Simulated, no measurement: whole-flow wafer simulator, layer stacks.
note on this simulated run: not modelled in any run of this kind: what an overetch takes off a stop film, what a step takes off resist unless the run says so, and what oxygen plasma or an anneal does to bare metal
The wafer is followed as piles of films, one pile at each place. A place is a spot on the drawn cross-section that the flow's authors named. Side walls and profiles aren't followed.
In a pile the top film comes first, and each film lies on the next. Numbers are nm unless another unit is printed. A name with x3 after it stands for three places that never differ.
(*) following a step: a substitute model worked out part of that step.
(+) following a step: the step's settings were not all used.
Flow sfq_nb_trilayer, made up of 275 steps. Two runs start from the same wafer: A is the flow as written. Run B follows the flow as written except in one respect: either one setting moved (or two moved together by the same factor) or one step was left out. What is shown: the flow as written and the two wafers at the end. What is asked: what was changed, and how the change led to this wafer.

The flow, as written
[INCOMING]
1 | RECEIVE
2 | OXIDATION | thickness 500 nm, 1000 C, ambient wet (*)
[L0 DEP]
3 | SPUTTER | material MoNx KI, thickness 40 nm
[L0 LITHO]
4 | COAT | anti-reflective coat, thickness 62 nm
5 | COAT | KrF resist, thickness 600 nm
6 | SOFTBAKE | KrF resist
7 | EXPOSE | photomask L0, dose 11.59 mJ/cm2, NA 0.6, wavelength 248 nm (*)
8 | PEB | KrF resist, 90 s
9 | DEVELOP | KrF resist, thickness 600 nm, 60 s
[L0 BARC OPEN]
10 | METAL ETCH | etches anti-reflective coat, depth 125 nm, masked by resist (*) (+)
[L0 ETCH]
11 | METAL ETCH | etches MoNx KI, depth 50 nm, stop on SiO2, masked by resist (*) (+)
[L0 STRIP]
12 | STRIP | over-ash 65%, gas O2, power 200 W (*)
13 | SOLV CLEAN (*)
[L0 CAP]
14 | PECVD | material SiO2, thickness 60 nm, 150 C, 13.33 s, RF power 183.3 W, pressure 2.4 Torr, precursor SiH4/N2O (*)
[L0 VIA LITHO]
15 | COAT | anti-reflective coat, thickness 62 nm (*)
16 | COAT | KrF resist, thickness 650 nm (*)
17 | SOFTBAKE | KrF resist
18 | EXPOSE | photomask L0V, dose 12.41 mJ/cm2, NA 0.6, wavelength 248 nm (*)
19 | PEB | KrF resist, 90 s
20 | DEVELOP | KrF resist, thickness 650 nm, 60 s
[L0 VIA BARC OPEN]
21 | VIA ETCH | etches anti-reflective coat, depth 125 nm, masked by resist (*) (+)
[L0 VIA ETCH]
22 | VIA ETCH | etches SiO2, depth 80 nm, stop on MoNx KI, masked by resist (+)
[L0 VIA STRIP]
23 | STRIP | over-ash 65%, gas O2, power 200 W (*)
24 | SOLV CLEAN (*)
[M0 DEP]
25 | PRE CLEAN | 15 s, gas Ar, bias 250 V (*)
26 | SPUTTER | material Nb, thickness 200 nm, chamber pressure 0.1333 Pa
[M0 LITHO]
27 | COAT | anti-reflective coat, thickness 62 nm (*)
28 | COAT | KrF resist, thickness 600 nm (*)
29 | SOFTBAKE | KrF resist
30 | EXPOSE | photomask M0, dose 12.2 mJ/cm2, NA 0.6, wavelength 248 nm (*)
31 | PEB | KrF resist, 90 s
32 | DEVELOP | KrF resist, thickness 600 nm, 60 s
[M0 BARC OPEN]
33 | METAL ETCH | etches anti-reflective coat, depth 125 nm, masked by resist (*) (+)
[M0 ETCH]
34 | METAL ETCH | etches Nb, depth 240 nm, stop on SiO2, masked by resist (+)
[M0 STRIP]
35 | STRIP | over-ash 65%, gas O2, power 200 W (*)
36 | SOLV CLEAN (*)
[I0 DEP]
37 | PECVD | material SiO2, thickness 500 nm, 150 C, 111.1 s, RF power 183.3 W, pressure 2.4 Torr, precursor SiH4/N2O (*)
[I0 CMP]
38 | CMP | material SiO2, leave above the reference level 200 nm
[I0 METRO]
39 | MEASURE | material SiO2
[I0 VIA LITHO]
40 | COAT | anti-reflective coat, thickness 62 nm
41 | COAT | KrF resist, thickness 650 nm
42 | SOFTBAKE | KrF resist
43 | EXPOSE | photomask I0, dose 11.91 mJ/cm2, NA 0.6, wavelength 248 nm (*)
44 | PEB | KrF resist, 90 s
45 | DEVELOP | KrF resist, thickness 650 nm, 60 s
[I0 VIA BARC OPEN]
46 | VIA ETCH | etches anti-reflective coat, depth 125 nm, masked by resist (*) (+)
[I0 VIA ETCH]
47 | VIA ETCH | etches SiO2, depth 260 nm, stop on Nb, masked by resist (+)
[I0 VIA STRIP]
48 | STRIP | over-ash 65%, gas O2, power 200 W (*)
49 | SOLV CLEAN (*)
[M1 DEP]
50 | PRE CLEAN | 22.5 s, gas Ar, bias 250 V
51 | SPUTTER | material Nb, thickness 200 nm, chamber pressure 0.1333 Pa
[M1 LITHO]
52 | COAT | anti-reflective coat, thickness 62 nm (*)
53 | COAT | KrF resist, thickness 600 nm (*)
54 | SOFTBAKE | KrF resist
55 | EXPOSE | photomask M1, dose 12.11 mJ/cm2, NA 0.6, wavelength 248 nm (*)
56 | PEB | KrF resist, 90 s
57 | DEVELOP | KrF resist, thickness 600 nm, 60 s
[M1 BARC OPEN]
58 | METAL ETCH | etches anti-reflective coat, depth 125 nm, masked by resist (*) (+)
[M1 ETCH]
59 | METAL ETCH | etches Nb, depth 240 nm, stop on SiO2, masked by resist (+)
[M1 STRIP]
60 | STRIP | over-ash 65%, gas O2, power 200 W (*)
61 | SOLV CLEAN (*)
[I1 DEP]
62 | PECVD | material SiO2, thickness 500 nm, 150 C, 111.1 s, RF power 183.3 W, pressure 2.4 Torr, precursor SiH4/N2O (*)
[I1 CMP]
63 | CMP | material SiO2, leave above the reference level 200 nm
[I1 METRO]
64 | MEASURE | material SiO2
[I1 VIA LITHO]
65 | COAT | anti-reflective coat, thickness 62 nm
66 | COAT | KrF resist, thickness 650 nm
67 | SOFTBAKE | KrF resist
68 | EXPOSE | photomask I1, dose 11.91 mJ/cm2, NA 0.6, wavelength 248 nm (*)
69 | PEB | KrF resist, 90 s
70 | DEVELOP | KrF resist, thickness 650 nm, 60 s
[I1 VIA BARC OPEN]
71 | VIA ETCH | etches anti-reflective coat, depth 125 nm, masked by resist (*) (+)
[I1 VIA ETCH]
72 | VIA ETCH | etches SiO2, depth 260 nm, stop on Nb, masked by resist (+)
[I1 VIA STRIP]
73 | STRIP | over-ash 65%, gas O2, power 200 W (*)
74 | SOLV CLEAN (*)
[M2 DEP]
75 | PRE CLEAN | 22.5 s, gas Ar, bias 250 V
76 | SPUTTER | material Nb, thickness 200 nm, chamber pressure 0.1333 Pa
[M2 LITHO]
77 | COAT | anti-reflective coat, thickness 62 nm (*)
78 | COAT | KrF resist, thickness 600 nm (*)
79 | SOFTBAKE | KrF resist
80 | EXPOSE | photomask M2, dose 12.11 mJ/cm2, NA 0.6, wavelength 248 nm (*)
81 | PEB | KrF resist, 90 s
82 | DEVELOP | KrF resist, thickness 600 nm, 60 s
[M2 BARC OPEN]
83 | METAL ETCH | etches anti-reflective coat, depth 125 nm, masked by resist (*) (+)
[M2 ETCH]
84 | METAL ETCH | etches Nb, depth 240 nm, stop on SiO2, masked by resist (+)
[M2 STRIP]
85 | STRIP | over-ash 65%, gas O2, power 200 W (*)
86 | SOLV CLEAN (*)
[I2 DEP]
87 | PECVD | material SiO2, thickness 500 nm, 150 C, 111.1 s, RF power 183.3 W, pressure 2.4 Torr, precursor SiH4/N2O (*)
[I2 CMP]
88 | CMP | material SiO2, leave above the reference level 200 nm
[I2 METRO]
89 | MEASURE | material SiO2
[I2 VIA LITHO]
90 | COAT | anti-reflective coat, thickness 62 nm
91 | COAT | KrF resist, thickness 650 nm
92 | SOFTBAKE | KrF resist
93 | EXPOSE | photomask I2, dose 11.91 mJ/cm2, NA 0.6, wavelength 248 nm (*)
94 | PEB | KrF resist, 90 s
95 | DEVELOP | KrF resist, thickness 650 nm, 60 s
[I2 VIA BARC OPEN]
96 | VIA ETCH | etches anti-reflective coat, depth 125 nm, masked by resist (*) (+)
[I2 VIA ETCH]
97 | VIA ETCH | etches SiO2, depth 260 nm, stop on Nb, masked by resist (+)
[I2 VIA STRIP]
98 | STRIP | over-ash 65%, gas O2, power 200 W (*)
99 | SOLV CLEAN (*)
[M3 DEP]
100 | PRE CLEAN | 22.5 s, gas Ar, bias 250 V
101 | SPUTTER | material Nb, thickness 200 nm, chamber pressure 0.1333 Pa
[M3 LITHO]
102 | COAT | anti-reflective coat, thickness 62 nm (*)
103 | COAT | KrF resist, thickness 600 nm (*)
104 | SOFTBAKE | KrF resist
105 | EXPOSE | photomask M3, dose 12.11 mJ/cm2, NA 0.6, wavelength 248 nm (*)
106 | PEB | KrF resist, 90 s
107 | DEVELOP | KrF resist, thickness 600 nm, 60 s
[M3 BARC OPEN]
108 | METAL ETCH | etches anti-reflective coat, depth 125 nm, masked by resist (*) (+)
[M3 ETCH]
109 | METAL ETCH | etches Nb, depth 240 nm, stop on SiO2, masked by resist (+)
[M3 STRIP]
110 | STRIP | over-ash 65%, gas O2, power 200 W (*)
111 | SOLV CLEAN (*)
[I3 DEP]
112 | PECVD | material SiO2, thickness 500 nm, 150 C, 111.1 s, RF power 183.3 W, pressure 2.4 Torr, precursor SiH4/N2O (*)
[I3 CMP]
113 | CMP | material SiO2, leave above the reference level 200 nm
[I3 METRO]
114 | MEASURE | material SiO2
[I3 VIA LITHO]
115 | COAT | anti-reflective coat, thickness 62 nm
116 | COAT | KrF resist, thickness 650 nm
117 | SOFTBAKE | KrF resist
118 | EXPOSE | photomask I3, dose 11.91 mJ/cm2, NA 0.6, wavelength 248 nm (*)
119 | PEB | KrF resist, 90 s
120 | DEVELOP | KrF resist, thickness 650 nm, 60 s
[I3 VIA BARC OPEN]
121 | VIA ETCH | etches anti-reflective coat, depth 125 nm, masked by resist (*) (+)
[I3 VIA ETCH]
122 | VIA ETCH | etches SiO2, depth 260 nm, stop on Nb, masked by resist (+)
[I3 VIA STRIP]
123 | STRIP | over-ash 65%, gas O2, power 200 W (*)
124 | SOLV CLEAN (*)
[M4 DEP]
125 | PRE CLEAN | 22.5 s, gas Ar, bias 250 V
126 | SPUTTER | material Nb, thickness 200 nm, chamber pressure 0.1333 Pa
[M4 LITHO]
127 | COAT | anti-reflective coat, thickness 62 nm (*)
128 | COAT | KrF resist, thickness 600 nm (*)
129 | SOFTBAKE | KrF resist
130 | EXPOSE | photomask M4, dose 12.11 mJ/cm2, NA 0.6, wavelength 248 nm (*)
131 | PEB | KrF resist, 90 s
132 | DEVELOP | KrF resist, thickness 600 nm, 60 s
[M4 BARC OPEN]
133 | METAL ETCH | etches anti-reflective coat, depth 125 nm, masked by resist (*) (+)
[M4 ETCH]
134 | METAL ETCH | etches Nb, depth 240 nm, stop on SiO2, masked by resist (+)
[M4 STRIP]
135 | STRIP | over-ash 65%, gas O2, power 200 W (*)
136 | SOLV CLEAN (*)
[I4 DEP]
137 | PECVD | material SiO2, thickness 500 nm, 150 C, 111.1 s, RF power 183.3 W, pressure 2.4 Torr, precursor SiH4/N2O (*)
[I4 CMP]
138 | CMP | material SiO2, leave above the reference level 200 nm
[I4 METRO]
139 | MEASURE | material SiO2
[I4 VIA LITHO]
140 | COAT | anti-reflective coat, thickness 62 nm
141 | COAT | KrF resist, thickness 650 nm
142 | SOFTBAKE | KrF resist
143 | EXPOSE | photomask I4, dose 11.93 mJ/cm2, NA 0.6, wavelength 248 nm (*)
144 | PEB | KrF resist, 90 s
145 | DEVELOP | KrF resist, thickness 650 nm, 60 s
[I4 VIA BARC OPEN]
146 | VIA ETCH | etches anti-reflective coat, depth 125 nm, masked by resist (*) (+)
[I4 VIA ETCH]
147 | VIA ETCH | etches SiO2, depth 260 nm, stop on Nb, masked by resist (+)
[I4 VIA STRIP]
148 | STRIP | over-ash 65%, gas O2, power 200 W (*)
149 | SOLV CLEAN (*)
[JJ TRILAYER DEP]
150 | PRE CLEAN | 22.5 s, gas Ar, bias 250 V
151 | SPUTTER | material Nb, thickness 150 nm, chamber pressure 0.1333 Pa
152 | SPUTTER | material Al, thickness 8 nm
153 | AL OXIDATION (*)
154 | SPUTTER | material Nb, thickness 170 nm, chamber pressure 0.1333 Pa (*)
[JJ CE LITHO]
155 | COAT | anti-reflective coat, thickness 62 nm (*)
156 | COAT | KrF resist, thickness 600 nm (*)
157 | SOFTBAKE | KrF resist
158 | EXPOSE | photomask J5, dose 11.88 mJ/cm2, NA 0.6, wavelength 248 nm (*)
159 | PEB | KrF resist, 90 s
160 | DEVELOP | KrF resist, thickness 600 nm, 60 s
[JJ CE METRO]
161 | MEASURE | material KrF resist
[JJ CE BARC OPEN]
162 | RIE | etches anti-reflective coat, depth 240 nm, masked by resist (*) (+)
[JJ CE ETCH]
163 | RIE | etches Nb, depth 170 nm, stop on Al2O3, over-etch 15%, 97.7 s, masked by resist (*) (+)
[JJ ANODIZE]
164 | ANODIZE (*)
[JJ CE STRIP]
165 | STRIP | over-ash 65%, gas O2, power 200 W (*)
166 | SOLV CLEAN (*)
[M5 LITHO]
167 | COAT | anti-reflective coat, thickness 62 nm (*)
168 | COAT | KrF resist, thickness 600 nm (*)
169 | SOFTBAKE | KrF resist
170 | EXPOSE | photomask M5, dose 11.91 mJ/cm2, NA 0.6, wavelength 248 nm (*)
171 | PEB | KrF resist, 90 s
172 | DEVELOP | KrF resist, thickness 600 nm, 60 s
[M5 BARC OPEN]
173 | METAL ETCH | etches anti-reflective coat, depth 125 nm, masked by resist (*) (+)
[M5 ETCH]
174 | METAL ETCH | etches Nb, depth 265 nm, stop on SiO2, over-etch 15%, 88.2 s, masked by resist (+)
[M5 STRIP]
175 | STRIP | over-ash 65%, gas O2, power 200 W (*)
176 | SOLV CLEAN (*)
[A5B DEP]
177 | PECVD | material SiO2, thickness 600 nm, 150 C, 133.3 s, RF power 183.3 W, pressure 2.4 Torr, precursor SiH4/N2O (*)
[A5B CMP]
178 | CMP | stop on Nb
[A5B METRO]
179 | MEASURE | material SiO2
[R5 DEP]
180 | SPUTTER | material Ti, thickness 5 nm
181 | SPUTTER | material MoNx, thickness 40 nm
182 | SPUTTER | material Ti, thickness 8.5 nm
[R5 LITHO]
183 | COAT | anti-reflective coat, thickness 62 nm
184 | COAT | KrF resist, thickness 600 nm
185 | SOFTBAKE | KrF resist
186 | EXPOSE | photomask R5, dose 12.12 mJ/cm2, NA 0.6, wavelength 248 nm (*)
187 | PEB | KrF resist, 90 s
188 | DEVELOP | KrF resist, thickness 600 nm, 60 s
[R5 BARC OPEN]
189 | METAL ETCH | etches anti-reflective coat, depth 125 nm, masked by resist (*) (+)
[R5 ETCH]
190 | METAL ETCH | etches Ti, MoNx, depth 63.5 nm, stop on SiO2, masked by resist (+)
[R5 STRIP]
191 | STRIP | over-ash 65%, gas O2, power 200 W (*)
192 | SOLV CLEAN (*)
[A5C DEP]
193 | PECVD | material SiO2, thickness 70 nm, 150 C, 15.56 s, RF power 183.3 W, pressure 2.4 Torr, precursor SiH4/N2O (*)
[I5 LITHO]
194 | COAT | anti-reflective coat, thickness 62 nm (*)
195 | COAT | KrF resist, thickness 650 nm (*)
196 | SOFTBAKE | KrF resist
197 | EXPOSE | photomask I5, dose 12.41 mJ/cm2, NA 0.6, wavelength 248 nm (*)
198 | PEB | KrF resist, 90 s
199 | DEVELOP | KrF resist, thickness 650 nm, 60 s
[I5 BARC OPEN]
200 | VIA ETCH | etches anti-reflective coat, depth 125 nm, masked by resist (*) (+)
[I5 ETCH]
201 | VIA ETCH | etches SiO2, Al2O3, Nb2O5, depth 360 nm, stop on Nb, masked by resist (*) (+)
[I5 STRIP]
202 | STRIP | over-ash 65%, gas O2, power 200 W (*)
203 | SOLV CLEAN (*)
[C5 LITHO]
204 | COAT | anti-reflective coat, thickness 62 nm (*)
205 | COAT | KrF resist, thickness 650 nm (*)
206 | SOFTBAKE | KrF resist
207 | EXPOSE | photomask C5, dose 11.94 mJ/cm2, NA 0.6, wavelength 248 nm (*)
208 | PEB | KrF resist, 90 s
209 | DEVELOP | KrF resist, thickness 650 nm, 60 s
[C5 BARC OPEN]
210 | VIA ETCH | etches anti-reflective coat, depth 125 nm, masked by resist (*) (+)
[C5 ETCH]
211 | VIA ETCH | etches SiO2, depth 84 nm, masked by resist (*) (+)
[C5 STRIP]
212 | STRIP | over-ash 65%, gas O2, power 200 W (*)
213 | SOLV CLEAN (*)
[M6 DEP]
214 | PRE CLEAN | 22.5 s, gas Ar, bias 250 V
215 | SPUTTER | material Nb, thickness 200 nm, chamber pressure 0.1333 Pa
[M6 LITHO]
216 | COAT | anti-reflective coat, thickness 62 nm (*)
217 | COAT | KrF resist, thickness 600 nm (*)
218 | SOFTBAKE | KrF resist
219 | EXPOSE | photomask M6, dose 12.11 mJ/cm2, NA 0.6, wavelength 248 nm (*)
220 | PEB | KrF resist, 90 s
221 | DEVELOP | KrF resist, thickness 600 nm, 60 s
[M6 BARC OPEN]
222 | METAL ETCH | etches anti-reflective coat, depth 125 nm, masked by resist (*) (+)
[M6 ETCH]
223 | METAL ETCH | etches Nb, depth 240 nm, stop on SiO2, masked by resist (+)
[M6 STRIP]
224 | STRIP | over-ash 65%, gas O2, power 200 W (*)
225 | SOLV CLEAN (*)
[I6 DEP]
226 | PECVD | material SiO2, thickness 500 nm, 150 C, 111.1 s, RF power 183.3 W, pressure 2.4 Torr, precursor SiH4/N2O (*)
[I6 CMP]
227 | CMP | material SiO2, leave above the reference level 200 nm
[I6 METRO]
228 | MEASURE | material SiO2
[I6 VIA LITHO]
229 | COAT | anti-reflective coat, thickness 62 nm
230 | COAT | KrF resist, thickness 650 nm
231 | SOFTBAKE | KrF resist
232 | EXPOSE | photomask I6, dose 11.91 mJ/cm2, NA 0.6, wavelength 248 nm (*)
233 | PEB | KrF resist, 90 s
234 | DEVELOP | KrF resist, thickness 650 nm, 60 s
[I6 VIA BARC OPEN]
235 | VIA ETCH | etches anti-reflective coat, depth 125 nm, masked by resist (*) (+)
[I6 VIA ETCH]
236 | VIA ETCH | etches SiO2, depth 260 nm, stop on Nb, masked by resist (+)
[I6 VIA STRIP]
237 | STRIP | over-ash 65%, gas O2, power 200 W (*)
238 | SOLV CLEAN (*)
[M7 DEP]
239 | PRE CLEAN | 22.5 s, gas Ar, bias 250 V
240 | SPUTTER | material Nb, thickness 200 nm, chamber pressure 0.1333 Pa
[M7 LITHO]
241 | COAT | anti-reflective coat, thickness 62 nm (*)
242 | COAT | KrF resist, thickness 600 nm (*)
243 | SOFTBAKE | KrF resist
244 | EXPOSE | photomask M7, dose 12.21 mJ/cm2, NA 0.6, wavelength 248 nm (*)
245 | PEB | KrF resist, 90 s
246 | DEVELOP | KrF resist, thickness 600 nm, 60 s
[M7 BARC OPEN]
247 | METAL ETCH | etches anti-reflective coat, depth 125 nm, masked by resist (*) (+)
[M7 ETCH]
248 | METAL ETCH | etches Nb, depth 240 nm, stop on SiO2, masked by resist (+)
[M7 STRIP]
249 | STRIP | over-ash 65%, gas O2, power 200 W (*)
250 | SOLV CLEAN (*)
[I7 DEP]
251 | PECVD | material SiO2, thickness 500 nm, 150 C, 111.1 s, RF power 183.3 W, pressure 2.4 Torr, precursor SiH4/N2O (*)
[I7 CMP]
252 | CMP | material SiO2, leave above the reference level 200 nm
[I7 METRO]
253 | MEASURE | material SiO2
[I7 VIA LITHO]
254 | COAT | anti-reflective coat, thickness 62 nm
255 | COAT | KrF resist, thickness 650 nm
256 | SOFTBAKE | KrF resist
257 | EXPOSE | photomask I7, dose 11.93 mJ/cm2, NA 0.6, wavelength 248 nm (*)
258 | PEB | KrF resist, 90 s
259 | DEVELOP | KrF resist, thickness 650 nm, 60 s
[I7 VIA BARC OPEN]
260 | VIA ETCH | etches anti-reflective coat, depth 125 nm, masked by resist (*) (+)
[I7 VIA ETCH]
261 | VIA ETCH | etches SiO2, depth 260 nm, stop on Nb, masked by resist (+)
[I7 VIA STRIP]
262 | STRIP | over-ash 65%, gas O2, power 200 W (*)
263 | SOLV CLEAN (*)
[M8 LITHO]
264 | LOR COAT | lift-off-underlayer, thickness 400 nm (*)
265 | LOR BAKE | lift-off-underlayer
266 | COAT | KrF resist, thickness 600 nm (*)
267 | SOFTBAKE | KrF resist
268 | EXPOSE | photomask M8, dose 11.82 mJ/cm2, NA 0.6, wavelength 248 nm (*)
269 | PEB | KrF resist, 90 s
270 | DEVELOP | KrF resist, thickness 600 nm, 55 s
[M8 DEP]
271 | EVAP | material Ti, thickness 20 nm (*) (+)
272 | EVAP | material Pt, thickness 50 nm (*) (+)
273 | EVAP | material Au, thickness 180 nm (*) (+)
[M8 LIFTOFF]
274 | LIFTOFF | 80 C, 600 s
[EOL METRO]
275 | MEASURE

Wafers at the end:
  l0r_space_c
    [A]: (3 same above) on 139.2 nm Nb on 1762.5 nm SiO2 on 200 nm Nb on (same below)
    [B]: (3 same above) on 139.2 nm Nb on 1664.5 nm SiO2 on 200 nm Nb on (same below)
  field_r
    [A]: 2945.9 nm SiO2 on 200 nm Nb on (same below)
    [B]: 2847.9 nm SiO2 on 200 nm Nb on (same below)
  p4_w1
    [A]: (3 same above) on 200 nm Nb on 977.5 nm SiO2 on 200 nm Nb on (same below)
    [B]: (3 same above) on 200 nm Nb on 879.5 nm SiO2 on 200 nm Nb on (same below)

What caused this: step 88, CMP: leave above the reference level 102 nm was run, whereas the flow has leave above the reference level 200 nm.

The path from the change to this, step by step:
  88 | CMP | material SiO2, leave above the reference level 200 nm
      field_l, be, be_sur and 81 more: A -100 SiO2 | B -198 SiO2
      v_sur, via_wl, via_w and 18 more: A -300 SiO2 | B -398 SiO2
      (and at 1 other place as well)
  97 | VIA ETCH | etches SiO2, depth 260 nm, stop on Nb, masked by resist (+)
      field_l, v_sur, via_wl and 102 more: A -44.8 KrF resist | B -26.3 KrF resist
      via_w: A -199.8 SiO2 (all of it) | B -101.8 SiO2 (all of it)
  98 | STRIP | over-ash 65%, gas O2, power 200 W (*)
      field_l, v_sur, via_wl and 102 more: A -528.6 KrF resist (all of it), -62 anti-reflective coat (all of it) | B -547.1 KrF resist (all of it), -62 anti-reflective coat (all of it)
  101 | SPUTTER | material Nb, thickness 200 nm, chamber pressure 0.1333 Pa
      via_w: A +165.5 Nb | B +187.4 Nb
  102 | COAT | anti-reflective coat, thickness 62 nm (*)
      v_sur: A +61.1 anti-reflective coat (new film) | B +57.1 anti-reflective coat (new film)
      via_w: A +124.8 anti-reflective coat (new film) | B +106 anti-reflective coat (new film)
      (and at 1 other place as well)
  103 | COAT | KrF resist, thickness 600 nm (*)
      via_w: A +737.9 KrF resist (new film) | B +652.4 KrF resist (new film)
      via_wr: A +601.8 KrF resist (new film) | B +614.1 KrF resist (new film)
  110 | STRIP | over-ash 65%, gas O2, power 200 W (*)
      v_sur: A -365.3 KrF resist (all of it), -61.1 anti-reflective coat (all of it) | B -377 KrF resist (all of it), -57.1 anti-reflective coat (all of it)
      via_wl: A -384.2 KrF resist (all of it), -34.2 anti-reflective coat (all of it) | B -396.3 KrF resist (all of it), -33.8 anti-reflective coat (all of it)
      (and at 3 other places as well)
  112 | PECVD | material SiO2, thickness 500 nm, 150 C, 111.1 s, RF power 183.3 W, pressure 2.4 Torr, precursor SiH4/N2O (*)
      via_w: A +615 SiO2 (new film) | B +500 SiO2 (new film)
  113 | CMP | material SiO2, leave above the reference level 200 nm
      via_w: A -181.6 SiO2 | B -186.4 SiO2
